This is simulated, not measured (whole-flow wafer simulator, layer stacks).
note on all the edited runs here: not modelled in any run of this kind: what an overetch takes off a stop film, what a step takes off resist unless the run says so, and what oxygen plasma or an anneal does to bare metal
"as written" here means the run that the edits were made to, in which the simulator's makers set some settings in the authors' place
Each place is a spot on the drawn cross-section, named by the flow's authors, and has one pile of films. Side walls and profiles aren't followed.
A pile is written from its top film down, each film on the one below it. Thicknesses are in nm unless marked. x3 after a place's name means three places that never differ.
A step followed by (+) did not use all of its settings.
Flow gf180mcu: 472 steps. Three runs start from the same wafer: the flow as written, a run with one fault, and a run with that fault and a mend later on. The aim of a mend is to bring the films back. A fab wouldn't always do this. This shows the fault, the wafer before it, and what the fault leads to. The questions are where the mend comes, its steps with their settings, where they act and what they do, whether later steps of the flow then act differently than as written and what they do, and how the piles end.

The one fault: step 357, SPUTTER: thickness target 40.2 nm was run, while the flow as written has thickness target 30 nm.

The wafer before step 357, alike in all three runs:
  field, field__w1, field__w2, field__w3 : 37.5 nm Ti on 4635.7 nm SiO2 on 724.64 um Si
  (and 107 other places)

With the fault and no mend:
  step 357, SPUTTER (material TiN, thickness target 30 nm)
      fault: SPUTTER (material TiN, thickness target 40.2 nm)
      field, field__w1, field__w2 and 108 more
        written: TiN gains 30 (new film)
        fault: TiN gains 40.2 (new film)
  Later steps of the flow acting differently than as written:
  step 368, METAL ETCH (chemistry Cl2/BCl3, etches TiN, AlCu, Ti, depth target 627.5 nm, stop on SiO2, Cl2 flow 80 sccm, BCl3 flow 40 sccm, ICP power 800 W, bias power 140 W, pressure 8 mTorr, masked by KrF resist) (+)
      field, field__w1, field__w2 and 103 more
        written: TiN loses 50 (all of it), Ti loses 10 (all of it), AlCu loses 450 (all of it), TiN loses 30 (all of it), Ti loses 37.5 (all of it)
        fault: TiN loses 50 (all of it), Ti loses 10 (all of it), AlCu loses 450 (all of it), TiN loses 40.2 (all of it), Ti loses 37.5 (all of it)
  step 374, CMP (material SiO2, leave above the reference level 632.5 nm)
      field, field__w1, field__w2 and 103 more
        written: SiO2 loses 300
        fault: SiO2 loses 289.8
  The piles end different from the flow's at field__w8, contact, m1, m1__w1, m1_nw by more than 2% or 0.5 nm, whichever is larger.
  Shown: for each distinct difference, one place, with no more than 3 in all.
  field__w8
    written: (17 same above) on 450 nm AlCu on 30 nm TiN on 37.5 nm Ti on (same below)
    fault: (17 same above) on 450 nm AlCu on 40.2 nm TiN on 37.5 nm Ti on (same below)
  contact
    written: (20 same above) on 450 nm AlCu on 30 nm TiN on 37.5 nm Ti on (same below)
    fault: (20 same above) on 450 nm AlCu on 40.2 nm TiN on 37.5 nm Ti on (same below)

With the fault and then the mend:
  After step 357 comes the mend.
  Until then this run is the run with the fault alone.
  step 357a, METAL ETCH (chemistry Cl2/BCl3, etches TiN, AlCu, Ti, depth target 10.2 nm, Cl2 flow 80 sccm, BCl3 flow 40 sccm, ICP power 800 W, bias power 140 W, pressure 8 mTorr) (the flow's step 260 again, with other settings)
      field, field__w1, field__w2 and 108 more
        TiN loses 10.2
  Later steps of the flow that are run all act as written at every place that is followed.
  At every place that both follow, the piles at the end match the flow's.
